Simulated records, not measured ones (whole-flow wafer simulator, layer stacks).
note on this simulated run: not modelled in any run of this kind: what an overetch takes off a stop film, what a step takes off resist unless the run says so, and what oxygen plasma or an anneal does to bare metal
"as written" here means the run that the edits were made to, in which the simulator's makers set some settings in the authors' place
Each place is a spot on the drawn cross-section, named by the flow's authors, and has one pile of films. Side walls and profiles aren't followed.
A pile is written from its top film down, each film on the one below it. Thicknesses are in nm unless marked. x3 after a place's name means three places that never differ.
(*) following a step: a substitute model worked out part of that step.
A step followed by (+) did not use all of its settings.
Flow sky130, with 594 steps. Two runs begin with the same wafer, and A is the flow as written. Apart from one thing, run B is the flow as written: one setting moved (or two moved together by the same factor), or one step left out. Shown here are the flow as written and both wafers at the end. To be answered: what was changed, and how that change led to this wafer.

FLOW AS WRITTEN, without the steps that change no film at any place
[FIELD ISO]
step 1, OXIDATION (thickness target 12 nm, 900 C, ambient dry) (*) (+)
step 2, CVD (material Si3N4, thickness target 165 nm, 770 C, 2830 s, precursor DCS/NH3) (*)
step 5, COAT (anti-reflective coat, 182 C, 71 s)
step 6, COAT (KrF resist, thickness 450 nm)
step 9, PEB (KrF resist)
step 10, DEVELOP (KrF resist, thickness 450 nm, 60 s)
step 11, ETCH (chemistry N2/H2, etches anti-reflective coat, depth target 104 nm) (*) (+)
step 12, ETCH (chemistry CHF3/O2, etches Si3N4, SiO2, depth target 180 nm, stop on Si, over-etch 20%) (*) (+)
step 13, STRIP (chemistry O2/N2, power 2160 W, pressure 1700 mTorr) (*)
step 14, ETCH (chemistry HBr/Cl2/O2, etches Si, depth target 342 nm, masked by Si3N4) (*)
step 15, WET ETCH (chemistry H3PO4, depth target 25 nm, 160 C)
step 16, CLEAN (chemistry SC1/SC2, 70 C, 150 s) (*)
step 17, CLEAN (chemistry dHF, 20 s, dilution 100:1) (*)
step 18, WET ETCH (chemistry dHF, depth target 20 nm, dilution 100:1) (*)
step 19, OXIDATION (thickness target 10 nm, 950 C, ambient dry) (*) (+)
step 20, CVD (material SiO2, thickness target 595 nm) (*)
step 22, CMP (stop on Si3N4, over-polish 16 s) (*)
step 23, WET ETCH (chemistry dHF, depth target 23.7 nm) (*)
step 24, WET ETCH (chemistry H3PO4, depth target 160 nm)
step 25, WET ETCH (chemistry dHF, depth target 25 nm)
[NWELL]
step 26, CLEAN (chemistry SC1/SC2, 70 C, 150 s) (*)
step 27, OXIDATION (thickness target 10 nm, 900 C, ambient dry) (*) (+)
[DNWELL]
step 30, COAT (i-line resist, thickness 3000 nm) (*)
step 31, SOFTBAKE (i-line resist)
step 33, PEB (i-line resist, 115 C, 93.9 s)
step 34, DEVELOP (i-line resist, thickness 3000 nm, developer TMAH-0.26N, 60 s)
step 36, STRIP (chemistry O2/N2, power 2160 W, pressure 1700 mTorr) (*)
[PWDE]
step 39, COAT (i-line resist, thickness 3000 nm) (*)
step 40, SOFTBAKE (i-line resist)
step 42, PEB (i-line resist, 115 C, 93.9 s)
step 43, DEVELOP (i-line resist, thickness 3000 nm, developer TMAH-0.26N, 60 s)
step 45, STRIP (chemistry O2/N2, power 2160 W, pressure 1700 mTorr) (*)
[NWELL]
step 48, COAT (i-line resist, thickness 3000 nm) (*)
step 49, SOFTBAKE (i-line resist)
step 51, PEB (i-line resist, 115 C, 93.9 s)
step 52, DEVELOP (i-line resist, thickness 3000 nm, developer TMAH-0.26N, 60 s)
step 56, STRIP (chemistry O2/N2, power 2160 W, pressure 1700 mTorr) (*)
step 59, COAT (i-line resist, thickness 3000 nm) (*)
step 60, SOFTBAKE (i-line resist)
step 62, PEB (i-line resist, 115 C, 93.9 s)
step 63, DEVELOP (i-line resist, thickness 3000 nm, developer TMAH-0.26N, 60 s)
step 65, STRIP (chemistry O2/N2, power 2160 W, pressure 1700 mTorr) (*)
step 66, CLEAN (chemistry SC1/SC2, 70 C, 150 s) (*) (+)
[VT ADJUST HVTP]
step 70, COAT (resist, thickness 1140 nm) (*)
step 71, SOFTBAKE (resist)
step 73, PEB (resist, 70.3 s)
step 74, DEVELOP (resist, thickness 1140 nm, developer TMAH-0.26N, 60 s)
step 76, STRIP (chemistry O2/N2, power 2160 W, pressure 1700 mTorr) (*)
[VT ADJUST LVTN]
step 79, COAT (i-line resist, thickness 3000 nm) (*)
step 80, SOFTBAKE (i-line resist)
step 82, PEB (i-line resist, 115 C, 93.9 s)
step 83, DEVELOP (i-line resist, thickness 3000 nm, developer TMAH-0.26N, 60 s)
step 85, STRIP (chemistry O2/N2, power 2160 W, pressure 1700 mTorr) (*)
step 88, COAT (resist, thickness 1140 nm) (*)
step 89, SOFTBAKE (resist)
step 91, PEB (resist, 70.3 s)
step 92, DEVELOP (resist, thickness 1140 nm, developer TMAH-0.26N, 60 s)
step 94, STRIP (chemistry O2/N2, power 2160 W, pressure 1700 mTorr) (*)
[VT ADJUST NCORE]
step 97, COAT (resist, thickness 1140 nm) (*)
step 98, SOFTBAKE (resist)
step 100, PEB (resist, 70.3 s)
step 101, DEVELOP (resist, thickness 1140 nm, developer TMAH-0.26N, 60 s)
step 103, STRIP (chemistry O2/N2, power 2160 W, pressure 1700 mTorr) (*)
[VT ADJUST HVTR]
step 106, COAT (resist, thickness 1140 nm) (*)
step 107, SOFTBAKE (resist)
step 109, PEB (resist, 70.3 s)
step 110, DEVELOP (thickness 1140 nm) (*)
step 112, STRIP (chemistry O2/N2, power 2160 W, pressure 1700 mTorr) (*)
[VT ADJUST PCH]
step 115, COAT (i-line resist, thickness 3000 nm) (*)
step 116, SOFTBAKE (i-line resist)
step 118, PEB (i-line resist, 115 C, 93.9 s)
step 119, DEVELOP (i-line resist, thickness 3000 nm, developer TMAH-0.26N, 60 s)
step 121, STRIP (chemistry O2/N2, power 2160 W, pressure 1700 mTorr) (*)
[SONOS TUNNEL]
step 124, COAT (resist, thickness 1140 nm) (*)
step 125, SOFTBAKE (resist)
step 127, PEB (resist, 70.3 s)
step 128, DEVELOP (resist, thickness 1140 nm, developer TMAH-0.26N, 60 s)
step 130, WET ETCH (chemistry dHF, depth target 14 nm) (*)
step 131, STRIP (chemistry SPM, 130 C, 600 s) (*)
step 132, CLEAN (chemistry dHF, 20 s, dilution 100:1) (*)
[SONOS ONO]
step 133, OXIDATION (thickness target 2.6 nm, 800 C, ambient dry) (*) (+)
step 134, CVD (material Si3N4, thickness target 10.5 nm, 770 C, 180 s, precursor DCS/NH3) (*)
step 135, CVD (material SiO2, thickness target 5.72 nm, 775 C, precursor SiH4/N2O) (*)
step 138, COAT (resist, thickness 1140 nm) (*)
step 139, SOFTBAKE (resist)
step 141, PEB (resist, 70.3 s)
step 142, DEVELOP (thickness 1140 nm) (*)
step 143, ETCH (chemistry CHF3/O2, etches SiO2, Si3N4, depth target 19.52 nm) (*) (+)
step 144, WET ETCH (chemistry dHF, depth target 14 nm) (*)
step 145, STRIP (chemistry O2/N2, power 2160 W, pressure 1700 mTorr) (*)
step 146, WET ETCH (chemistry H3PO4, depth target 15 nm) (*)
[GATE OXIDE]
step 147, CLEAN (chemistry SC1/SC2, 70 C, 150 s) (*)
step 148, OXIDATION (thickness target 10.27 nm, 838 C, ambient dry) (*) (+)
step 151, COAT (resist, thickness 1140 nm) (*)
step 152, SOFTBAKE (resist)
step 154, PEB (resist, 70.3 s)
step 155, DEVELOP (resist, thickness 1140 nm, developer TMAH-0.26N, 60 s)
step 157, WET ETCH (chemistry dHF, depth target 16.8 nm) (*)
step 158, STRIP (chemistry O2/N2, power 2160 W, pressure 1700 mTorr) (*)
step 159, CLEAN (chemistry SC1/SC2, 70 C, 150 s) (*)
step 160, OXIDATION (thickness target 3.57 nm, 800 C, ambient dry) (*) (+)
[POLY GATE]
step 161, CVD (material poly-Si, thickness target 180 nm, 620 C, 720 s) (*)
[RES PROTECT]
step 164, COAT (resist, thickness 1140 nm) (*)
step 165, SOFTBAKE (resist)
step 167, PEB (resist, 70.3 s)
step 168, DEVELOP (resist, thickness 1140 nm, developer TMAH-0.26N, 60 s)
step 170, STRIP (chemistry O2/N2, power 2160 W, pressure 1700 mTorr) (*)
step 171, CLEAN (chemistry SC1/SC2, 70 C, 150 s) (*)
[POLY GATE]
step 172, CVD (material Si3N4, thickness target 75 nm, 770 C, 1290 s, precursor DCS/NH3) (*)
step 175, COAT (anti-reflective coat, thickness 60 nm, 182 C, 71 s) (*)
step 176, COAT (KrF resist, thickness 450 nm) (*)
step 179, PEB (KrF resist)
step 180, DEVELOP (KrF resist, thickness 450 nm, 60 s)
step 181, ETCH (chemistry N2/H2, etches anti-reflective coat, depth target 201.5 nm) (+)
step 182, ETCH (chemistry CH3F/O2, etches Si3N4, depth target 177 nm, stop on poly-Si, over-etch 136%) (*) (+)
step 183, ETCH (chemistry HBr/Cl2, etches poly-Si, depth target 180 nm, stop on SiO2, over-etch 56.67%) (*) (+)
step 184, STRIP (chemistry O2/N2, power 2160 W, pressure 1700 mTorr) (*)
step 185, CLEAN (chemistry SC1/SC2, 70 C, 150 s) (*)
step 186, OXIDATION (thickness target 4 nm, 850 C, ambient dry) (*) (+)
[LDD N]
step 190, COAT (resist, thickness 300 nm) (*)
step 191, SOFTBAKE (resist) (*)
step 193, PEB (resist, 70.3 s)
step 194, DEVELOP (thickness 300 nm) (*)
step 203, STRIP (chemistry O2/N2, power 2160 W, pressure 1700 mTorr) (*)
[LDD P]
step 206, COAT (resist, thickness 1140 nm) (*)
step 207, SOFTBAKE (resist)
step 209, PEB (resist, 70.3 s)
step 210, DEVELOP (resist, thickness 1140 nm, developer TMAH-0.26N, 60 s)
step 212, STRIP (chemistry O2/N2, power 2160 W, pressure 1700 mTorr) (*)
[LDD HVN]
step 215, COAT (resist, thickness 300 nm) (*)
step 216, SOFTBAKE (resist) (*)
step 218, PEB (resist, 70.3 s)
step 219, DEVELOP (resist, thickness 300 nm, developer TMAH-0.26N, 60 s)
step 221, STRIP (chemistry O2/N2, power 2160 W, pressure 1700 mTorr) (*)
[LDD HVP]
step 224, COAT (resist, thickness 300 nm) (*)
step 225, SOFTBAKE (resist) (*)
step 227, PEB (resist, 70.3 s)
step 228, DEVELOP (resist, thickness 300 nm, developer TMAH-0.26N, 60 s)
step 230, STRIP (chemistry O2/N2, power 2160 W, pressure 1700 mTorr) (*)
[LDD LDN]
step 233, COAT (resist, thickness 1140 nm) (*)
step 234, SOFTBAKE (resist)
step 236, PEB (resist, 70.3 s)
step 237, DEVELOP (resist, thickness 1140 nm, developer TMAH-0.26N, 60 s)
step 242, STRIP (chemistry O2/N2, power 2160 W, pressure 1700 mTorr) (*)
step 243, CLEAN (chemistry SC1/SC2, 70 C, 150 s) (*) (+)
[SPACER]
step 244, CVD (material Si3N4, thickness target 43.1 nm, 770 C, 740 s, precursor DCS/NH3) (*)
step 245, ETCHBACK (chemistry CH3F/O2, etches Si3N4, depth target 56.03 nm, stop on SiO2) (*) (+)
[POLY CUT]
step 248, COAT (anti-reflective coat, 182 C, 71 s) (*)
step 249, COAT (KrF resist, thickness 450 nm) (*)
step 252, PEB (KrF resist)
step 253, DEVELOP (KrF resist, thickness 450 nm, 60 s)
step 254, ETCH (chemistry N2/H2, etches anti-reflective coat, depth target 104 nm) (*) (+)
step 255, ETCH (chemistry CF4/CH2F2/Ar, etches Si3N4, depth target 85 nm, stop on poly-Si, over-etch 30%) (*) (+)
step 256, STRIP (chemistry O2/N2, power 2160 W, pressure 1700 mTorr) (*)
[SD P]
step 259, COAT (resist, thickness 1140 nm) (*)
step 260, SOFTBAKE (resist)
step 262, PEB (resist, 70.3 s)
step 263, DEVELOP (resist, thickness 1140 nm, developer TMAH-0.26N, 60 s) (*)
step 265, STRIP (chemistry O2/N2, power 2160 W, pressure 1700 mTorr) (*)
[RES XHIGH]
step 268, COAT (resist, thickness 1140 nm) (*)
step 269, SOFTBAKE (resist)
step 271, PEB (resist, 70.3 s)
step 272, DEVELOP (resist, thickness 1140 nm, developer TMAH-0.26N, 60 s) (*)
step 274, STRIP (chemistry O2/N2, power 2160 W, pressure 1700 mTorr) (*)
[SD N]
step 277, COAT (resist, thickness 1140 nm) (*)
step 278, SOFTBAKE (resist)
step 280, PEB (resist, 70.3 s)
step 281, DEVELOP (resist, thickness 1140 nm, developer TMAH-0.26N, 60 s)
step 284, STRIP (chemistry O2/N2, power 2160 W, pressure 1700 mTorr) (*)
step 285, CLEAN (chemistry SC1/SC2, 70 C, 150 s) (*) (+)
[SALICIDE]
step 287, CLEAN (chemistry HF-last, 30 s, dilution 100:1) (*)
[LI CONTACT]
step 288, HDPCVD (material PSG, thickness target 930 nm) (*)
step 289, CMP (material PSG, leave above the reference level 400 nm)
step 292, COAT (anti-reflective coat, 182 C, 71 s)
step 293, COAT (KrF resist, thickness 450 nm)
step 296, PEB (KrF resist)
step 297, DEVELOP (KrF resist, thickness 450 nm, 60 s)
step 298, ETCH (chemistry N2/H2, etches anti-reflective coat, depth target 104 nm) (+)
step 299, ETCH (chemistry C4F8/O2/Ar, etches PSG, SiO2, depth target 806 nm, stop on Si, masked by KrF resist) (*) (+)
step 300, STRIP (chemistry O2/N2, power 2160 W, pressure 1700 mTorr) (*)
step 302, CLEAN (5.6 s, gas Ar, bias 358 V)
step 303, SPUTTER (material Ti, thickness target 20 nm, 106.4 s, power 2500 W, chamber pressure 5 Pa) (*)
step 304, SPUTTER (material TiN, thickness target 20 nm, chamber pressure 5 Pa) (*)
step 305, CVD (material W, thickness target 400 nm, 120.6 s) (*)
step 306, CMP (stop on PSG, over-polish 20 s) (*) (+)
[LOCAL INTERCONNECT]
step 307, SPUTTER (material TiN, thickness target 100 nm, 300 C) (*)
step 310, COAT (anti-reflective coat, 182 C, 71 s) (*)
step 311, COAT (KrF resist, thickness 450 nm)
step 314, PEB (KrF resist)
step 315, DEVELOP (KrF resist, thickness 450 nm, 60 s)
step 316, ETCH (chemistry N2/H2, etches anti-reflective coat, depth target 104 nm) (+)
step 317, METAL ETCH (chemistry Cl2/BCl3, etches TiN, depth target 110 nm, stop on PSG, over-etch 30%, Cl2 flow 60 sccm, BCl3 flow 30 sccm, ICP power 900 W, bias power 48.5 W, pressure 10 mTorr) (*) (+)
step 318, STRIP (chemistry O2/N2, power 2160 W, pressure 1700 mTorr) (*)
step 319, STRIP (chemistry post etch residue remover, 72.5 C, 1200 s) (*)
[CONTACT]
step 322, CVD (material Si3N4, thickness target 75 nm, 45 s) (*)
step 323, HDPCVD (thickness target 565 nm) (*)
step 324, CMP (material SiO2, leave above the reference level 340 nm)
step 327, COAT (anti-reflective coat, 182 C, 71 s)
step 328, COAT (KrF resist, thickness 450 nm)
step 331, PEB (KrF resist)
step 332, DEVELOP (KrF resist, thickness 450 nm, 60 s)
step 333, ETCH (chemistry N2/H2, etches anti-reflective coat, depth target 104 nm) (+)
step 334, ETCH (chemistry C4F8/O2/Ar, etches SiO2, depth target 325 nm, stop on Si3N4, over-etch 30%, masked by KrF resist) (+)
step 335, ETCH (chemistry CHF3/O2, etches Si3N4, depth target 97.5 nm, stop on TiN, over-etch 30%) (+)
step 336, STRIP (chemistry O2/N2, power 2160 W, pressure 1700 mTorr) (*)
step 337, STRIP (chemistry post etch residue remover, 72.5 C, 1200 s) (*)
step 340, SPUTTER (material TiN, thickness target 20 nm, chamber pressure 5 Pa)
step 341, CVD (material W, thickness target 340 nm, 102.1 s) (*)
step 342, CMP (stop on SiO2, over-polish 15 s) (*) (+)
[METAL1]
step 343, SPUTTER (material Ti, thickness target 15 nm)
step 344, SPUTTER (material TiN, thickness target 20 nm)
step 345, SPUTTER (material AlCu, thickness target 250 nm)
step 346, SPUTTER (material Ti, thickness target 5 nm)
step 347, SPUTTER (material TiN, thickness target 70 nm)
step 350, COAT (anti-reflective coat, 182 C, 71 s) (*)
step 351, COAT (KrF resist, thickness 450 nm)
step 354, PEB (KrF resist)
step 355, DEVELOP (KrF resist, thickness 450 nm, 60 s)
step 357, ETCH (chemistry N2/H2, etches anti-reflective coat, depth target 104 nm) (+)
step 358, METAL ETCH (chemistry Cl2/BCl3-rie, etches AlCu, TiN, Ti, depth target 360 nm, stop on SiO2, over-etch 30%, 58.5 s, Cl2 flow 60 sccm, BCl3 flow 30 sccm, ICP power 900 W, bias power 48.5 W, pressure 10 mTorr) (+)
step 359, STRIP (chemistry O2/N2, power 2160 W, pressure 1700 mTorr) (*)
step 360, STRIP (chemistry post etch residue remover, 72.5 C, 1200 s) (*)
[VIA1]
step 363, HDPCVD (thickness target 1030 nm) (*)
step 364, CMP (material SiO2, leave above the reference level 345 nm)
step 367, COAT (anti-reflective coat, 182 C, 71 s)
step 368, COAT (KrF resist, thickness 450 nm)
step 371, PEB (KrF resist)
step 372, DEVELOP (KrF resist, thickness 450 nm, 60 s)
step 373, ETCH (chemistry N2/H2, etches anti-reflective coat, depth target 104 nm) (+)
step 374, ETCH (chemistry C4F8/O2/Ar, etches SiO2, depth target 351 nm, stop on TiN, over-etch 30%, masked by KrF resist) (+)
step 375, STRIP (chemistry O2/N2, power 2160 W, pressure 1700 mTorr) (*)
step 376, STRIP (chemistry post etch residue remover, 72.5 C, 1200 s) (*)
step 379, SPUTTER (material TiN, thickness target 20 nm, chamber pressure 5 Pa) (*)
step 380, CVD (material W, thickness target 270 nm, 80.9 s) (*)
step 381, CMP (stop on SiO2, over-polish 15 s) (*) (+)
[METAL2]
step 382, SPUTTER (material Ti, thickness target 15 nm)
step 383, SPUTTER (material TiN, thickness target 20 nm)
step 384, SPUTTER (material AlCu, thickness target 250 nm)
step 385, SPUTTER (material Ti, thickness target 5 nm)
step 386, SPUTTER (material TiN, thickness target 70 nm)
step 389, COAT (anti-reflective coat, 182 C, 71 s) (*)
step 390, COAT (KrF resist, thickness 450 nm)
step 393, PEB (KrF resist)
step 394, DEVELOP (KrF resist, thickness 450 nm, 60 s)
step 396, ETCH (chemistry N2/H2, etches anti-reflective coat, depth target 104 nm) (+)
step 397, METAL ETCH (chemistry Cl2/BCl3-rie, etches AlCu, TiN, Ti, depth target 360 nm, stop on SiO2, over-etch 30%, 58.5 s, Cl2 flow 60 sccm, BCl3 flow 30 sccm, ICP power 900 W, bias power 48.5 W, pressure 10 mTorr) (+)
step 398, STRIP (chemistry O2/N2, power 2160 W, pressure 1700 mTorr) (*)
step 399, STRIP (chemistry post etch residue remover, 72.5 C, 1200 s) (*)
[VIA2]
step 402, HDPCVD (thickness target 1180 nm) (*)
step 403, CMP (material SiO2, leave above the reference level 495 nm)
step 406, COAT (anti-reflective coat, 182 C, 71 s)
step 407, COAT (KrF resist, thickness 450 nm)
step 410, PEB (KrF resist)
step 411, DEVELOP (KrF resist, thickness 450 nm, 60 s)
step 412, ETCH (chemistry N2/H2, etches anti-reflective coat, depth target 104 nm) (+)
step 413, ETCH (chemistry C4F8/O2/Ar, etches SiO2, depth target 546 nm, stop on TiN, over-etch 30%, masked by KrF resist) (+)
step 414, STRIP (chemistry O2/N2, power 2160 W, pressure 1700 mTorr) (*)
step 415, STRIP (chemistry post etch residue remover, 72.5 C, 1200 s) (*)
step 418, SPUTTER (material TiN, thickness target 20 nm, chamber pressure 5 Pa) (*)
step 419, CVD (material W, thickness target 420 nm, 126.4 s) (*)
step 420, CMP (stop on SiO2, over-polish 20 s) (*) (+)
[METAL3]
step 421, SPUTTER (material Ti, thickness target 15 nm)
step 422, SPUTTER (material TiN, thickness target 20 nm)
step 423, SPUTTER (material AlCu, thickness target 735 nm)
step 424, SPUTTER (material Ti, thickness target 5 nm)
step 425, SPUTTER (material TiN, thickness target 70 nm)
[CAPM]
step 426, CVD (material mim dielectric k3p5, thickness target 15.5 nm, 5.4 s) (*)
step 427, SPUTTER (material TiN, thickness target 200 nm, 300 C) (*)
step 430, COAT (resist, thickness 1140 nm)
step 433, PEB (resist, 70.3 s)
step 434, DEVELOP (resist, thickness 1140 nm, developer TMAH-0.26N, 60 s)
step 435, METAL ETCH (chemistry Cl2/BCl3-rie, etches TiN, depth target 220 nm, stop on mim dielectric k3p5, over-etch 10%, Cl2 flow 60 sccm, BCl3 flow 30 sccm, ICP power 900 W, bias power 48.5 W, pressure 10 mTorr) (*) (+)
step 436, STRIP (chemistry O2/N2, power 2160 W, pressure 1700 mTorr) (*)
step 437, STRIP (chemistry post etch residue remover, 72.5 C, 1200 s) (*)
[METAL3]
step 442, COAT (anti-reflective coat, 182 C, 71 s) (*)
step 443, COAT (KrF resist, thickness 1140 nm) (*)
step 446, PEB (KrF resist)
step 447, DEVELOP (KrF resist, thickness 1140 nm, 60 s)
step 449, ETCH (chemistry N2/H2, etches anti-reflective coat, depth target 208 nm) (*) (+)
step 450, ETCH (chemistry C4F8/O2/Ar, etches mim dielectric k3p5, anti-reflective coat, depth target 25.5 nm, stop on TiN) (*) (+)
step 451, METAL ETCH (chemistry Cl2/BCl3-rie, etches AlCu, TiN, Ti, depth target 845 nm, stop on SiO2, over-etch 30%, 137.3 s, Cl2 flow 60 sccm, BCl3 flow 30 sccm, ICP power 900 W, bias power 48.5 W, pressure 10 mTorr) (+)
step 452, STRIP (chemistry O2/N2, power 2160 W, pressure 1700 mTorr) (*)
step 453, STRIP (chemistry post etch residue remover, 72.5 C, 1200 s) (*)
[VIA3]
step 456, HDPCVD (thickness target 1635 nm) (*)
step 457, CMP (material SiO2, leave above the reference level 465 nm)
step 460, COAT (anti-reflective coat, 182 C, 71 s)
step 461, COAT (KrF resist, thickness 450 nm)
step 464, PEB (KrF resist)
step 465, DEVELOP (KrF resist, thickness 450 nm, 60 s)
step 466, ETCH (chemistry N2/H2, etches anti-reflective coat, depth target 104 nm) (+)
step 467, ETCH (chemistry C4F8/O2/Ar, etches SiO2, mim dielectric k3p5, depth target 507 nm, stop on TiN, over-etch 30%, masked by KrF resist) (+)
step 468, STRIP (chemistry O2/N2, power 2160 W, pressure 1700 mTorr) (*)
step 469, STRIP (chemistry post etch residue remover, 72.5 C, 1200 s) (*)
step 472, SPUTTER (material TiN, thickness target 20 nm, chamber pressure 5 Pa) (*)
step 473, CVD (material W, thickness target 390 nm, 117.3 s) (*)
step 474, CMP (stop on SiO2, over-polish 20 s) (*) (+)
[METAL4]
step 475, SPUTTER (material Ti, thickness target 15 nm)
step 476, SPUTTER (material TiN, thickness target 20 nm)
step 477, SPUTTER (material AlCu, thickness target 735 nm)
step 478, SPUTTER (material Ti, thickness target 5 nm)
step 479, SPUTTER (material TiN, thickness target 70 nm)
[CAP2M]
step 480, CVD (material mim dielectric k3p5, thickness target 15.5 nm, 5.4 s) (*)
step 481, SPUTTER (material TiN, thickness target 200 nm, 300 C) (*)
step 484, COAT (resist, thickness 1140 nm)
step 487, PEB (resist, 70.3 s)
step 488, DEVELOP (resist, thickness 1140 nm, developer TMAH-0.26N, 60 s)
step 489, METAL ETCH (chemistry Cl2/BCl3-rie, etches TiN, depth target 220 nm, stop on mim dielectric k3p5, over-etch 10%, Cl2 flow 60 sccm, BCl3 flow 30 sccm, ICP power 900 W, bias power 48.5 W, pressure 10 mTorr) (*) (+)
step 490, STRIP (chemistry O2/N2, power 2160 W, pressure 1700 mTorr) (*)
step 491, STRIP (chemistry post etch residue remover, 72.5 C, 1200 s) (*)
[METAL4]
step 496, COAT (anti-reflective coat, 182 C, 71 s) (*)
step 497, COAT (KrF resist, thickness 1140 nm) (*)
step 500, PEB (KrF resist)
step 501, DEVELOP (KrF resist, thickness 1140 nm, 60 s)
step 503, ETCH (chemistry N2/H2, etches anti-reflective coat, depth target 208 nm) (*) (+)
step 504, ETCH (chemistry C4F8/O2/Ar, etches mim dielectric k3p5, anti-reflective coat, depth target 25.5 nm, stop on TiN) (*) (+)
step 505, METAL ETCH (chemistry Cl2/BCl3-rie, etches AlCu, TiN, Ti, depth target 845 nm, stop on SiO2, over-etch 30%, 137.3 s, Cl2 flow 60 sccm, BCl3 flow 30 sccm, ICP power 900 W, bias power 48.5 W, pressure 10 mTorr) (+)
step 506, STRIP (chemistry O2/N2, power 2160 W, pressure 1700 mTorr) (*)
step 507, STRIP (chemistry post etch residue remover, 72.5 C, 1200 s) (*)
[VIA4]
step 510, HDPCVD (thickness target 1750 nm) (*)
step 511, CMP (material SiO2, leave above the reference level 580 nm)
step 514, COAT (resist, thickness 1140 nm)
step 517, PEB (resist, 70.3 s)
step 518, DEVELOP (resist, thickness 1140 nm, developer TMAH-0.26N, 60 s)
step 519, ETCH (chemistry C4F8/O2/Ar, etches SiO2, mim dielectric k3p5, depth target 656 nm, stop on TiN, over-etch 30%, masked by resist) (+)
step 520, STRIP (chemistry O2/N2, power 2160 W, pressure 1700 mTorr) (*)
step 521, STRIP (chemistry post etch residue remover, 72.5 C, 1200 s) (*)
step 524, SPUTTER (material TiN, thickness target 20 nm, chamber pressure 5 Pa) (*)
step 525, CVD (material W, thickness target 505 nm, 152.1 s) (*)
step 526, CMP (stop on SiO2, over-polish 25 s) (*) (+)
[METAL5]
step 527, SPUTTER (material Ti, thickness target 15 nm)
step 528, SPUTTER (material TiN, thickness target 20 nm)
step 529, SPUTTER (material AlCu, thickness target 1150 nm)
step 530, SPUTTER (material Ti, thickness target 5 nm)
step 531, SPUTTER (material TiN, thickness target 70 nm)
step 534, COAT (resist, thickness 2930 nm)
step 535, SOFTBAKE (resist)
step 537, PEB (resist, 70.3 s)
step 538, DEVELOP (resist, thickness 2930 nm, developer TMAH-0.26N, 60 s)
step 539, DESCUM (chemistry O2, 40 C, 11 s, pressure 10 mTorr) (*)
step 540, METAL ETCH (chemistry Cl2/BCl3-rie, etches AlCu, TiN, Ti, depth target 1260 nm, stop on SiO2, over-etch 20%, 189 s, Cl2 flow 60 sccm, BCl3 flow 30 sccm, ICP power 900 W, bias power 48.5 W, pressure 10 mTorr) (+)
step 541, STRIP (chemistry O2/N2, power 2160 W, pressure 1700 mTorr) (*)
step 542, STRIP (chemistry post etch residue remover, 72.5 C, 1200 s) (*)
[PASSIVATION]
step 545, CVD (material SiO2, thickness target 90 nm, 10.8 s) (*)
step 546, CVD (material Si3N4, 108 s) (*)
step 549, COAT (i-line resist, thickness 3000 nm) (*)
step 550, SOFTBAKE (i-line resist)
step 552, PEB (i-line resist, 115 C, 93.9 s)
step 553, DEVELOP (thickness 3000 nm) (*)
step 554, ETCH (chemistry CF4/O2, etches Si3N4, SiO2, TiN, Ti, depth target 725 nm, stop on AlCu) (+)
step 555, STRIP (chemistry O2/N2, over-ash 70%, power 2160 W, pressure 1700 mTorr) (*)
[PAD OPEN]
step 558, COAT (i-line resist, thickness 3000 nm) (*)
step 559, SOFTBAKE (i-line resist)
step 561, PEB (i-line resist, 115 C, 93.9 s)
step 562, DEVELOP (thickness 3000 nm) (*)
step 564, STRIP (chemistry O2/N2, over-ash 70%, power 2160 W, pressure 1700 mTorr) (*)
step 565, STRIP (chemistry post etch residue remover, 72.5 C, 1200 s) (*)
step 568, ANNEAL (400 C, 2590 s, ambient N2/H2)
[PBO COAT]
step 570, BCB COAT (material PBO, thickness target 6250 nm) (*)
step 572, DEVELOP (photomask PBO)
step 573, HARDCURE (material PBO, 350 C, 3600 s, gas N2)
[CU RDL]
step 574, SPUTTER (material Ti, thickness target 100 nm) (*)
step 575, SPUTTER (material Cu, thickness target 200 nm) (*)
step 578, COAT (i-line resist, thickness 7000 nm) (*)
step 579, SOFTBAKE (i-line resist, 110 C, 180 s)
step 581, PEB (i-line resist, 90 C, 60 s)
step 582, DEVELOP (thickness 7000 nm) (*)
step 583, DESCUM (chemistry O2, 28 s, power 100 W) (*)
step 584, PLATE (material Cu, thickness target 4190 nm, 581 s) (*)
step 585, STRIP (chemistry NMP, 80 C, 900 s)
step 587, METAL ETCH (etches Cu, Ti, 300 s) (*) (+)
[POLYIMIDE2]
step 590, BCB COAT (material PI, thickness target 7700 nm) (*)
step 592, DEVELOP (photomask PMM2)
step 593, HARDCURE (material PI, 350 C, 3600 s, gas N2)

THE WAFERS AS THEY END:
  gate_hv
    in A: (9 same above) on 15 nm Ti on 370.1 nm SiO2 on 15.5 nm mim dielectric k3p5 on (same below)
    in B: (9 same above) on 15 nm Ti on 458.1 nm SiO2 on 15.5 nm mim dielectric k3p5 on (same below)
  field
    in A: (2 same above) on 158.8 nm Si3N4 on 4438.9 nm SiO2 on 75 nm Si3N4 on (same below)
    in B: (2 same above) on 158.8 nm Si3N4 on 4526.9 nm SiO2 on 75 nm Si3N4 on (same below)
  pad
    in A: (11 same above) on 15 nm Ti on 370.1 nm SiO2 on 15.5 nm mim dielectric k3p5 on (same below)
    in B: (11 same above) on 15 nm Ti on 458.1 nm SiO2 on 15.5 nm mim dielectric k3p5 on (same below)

The reason: step 457, CMP: leave above the reference level 553 nm was run, whereas the flow has leave above the reference level 465 nm.

How this came from the change, step by step:
  step 457, CMP (material SiO2, leave above the reference level 465 nm)
      n_well, p_well, gate_hv and 99 more: A SiO2 loses 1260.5 | B SiO2 loses 1172.5
      field, active, gate and 82 more: A SiO2 loses 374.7 | B SiO2 loses 286.7
      (and at 5 other places as well)
  step 467, ETCH (chemistry C4F8/O2/Ar, etches SiO2, mim dielectric k3p5, depth target 507 nm, stop on TiN, over-etch 30%, masked by KrF resist) (+)
      m1: A SiO2 loses 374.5 (all of it), mim dielectric k3p5 loses 15.5 (all of it) | B SiO2 loses 462.5 (all of it), mim dielectric k3p5 loses 15.5 (all of it)
      via3_hole: A SiO2 loses 373.9 (all of it), mim dielectric k3p5 loses 15.5 (all of it) | B SiO2 loses 461.9 (all of it), mim dielectric k3p5 loses 15.5 (all of it)
  step 472, SPUTTER (material TiN, thickness target 20 nm, chamber pressure 5 Pa) (*)
      m1, via3_hole: A TiN gains 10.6 | B TiN gains 9.44
  step 473, CVD (material W, thickness target 390 nm, 117.3 s) (*)
      m1: A W gains 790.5 (new film) | B W gains 879.6 (new film)
      via3_hole: A W gains 789.9 (new film) | B W gains 879 (new film)
